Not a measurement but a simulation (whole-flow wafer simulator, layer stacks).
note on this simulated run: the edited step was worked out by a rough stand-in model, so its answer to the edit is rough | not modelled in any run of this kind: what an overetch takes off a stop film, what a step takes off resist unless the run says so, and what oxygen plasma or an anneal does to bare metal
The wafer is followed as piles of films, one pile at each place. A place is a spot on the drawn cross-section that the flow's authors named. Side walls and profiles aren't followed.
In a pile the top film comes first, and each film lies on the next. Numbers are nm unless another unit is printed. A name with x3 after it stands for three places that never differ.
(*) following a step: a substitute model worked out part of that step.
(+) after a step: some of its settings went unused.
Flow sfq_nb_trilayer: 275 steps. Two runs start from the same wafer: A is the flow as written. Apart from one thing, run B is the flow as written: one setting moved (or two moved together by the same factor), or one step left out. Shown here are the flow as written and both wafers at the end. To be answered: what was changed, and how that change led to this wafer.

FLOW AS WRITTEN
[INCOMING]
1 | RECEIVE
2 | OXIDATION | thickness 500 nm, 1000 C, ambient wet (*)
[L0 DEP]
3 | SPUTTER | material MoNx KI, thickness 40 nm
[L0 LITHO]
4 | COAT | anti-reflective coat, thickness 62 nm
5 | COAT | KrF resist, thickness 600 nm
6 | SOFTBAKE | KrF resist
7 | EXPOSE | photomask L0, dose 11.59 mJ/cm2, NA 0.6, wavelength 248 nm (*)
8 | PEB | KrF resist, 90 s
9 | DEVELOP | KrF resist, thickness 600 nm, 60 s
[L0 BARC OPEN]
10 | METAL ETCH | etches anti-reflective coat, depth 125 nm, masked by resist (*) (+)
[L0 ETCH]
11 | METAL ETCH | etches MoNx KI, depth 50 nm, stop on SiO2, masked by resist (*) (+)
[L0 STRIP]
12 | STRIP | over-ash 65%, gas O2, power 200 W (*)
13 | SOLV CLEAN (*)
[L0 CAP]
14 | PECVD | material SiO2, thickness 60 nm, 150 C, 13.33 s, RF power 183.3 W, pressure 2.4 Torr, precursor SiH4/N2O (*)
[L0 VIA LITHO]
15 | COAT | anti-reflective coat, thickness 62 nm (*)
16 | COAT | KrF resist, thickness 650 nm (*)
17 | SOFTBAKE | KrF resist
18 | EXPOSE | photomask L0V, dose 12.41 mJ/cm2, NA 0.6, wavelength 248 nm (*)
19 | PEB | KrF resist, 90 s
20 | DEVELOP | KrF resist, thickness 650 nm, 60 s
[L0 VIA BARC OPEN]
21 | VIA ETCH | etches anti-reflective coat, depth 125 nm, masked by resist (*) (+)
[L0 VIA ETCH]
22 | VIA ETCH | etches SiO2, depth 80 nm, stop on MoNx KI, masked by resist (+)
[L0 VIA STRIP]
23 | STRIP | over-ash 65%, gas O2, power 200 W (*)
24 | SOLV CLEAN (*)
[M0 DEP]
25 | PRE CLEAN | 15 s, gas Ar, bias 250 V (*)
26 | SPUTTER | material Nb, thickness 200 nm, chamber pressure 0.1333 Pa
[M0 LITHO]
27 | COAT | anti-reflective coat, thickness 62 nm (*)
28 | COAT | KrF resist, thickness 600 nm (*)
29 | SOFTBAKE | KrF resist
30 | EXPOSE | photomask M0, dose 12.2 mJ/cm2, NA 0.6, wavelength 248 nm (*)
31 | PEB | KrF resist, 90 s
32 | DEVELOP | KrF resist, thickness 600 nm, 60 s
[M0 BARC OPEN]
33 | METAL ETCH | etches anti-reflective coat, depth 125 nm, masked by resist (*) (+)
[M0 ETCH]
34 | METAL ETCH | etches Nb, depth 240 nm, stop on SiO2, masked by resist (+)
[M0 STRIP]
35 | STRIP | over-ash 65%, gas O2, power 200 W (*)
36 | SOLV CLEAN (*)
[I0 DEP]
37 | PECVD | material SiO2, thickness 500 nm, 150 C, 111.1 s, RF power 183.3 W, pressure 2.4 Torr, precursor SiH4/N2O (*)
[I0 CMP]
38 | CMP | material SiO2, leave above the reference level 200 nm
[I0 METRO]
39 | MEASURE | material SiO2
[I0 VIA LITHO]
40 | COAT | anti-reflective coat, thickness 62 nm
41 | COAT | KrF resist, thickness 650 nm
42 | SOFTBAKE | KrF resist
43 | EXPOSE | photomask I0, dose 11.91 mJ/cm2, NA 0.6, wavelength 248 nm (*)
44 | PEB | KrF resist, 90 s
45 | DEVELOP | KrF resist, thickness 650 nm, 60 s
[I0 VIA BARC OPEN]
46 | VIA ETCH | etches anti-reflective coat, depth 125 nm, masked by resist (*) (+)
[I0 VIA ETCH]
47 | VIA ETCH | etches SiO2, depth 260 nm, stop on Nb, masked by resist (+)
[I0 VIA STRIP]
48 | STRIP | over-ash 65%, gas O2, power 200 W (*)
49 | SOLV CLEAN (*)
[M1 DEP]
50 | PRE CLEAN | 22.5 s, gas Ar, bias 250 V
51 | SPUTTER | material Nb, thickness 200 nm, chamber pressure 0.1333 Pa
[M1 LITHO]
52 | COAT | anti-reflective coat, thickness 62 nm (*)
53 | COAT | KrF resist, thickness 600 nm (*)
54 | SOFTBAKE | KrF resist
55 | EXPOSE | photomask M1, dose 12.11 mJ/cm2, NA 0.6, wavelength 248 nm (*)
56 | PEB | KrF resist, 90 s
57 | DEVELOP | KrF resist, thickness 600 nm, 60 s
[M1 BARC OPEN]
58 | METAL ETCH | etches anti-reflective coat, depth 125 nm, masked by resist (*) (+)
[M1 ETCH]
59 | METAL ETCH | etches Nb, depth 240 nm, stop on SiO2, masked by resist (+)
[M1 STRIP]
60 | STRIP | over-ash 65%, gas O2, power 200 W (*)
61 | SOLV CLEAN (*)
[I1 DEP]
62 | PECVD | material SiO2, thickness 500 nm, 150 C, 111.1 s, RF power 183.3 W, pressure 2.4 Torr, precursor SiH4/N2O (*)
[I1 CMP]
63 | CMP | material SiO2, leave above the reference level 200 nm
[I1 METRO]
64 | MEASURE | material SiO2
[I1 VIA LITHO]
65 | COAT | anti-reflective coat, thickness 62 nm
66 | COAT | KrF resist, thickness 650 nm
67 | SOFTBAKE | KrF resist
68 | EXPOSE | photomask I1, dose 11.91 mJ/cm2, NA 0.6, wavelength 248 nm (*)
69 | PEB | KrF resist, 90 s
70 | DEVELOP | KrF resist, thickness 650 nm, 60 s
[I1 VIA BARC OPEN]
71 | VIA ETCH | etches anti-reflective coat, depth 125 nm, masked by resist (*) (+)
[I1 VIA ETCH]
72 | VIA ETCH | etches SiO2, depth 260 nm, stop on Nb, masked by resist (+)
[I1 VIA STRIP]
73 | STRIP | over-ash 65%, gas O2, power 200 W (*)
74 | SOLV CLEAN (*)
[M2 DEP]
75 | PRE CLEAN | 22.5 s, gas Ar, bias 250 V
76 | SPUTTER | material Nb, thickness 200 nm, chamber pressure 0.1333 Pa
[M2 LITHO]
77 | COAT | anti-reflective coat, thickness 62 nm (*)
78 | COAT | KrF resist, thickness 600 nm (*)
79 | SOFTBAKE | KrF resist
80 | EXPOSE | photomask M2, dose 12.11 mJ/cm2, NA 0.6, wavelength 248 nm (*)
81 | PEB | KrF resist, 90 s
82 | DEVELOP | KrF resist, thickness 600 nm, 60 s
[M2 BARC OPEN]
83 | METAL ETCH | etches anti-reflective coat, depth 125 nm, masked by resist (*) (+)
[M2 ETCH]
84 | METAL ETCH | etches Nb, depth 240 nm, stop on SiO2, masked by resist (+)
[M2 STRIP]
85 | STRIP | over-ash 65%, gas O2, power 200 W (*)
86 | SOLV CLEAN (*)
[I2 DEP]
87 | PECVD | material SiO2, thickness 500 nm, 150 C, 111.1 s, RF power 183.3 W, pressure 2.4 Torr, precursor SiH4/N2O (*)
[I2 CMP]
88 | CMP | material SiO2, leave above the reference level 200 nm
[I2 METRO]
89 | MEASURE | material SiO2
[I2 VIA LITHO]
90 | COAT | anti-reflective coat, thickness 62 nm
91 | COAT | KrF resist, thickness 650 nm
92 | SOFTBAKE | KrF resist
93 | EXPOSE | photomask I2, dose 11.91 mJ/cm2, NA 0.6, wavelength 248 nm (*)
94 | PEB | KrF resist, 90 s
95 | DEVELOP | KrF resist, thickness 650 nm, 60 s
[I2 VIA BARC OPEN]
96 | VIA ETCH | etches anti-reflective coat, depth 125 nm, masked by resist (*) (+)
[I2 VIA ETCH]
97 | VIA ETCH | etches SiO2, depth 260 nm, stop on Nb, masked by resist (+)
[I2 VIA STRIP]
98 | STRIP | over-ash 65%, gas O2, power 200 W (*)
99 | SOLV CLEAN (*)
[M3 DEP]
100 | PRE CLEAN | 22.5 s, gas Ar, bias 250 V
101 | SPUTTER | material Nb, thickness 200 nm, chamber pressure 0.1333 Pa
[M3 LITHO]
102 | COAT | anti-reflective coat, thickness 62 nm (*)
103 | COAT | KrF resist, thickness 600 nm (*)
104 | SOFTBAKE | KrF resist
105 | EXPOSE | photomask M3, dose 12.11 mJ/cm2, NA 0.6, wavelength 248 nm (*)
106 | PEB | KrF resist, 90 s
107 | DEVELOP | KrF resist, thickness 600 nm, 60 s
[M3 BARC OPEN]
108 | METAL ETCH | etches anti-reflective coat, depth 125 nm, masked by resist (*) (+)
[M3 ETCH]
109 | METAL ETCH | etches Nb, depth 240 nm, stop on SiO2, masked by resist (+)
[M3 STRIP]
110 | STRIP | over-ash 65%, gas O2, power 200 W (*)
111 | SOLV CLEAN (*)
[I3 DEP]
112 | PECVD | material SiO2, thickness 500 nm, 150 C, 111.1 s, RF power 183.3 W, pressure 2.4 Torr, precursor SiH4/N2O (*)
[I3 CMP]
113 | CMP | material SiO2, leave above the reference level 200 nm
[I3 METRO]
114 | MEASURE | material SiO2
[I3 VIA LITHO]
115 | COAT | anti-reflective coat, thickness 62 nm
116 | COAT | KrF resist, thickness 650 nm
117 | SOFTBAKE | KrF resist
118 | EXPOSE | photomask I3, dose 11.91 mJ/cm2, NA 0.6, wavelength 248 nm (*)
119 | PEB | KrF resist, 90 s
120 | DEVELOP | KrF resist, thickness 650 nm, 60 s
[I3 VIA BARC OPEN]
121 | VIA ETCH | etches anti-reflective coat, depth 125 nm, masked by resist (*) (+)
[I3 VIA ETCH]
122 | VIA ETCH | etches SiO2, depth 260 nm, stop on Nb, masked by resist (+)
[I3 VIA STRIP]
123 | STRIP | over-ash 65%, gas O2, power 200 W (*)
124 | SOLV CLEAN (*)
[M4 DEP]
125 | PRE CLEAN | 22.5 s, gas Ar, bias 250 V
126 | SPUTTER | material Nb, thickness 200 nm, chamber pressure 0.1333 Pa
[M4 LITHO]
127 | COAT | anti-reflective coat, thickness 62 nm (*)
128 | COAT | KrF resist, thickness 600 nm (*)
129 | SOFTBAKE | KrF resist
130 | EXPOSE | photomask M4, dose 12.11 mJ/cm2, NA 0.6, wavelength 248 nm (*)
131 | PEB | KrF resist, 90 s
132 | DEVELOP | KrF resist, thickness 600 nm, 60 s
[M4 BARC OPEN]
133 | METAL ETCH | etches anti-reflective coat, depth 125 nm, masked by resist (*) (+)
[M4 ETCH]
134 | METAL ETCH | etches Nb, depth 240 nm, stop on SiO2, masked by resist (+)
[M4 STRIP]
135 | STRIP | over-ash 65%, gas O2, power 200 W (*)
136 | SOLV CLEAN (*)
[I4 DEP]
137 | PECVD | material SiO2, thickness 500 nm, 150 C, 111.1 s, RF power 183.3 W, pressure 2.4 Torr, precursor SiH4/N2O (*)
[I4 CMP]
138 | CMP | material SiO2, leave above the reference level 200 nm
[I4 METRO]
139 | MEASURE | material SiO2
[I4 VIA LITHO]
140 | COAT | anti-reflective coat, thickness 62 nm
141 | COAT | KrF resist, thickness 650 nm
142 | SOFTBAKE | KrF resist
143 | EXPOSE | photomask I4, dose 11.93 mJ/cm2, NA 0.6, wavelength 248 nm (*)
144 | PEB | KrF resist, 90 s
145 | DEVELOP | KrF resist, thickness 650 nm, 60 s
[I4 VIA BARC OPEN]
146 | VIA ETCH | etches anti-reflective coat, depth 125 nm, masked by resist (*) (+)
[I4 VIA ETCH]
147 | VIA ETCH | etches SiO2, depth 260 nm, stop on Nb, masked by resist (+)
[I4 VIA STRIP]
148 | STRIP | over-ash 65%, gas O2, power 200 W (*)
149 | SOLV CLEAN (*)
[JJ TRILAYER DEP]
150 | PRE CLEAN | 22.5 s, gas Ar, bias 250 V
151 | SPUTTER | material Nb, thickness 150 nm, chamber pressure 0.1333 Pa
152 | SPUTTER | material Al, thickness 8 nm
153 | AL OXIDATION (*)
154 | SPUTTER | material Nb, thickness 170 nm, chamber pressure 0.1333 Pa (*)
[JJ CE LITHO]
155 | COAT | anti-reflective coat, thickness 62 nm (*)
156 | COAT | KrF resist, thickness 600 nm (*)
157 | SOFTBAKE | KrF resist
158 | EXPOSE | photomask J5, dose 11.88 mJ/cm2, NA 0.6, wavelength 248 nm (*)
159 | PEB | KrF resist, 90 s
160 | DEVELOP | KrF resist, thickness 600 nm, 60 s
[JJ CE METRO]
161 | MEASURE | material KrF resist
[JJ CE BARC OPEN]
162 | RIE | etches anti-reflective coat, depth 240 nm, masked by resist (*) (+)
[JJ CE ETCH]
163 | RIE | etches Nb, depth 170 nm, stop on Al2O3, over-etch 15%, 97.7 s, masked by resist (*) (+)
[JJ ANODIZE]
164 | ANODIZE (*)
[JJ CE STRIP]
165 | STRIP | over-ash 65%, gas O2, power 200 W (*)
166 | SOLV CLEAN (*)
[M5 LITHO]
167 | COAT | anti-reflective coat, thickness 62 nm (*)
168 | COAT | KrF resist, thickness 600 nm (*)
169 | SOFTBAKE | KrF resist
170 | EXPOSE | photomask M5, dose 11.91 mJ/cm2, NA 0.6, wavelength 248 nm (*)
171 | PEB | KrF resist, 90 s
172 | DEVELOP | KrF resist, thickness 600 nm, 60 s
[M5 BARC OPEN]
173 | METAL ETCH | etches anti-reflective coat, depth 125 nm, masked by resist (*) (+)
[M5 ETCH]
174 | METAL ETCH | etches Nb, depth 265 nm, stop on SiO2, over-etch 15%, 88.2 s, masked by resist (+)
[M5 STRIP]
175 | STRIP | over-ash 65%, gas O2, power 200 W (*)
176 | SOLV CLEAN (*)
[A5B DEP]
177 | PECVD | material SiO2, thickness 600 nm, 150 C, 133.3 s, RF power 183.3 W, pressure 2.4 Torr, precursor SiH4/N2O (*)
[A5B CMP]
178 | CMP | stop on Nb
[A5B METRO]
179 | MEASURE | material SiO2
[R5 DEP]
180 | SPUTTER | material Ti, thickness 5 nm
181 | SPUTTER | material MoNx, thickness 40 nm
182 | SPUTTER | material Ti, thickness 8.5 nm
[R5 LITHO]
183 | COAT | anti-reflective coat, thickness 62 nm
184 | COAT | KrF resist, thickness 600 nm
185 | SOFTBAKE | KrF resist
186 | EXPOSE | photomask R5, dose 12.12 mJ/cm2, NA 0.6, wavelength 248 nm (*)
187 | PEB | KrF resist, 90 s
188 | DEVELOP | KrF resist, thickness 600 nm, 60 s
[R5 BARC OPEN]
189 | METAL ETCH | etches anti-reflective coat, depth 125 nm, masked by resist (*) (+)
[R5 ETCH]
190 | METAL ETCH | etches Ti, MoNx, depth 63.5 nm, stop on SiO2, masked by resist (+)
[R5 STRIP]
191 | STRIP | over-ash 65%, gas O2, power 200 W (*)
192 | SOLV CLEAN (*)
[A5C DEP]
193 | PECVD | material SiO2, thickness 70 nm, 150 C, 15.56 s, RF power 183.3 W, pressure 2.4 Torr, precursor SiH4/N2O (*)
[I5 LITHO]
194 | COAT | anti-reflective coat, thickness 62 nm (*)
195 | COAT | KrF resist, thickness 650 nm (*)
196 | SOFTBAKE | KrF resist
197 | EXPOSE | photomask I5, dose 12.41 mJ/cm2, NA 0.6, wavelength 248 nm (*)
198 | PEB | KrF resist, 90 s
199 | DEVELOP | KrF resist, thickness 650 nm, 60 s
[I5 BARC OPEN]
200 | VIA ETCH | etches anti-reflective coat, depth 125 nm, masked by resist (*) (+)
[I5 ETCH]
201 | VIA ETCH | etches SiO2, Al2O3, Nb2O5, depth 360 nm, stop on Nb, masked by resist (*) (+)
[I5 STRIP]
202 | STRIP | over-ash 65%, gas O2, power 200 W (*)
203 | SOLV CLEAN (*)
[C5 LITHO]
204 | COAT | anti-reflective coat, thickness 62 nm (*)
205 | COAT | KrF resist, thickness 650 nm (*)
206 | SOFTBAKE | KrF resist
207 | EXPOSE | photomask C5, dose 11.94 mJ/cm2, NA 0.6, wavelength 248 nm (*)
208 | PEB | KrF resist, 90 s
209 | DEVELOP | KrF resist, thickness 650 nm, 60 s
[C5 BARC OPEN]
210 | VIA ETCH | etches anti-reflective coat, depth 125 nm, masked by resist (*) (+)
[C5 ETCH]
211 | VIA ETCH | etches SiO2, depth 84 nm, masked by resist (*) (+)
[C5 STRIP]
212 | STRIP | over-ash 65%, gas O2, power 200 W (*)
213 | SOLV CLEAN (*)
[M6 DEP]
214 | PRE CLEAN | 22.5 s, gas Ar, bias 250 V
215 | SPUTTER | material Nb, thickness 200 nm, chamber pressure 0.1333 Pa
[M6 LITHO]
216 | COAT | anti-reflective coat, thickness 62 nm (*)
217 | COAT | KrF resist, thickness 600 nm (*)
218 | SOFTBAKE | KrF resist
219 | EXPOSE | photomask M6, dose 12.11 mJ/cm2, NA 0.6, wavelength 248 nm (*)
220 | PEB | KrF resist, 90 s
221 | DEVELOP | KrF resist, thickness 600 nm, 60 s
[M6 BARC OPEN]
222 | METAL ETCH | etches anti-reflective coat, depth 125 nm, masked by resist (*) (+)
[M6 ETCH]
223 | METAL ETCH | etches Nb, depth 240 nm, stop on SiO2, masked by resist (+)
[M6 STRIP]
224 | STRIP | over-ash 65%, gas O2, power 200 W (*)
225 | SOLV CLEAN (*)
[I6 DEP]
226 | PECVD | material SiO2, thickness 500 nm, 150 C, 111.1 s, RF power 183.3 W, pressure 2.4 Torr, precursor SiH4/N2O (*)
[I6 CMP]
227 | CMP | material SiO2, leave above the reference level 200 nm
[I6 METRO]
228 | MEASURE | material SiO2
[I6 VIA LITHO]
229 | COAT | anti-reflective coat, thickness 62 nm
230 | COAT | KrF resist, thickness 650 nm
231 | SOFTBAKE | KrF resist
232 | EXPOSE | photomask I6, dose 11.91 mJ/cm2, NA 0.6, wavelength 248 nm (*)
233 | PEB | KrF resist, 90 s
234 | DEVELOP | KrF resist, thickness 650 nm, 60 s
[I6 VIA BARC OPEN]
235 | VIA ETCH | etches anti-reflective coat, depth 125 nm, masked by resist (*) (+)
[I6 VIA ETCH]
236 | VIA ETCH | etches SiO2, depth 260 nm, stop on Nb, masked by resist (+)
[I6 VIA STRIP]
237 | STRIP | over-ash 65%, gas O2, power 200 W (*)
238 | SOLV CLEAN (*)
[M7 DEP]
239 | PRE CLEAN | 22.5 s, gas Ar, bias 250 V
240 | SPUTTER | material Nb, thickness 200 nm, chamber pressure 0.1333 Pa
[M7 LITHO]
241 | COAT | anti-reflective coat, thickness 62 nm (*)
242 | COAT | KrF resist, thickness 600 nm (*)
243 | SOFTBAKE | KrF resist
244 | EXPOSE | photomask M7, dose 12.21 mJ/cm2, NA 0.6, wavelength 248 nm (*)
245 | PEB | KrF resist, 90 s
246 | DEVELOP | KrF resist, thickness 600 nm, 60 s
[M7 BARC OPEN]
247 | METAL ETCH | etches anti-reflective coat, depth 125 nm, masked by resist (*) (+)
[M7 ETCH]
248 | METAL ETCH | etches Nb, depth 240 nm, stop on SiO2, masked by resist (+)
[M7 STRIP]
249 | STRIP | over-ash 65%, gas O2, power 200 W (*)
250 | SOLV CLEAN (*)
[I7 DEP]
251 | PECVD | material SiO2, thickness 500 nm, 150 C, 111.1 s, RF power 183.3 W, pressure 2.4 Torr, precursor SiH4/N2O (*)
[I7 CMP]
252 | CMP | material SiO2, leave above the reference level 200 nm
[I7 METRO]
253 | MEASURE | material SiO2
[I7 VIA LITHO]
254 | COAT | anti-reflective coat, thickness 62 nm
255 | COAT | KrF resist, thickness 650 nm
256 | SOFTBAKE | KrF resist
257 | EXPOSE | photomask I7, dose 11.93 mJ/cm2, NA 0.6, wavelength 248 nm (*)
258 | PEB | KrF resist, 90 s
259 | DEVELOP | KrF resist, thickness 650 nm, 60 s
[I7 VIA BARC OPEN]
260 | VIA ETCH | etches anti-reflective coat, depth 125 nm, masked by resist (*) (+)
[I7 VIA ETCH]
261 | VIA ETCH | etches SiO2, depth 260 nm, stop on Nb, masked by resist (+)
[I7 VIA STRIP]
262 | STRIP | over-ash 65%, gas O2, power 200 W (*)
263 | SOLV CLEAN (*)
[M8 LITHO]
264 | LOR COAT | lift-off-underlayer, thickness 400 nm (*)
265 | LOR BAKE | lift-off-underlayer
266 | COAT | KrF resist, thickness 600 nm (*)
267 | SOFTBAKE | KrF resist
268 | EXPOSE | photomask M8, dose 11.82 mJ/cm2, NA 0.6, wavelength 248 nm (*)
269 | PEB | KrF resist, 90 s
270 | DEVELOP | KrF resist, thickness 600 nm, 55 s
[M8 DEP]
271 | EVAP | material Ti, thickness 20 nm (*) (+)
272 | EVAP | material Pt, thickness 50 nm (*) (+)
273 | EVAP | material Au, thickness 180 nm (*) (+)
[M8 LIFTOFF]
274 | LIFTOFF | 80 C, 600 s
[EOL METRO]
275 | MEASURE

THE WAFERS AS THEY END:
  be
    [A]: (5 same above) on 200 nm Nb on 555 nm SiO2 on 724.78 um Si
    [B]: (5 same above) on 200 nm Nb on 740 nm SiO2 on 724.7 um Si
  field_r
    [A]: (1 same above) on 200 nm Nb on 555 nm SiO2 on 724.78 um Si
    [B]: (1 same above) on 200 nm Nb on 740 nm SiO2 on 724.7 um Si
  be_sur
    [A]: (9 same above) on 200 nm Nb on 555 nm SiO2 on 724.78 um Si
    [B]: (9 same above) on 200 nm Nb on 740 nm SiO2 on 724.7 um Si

The reason: step 2, OXIDATION: thickness 685 nm was run, whereas the flow has thickness 500 nm.

Step by step, how the change led to this:
  2 | OXIDATION | thickness 500 nm, 1000 C, ambient wet (*)
      field_l, v_sur, via_wl and 103 more: A SiO2 gains 500 (new film), chemical SiO2 loses 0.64 (all of it), Si loses 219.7 | B SiO2 gains 685 (new film), chemical SiO2 loses 0.64 (all of it), Si loses 301.1
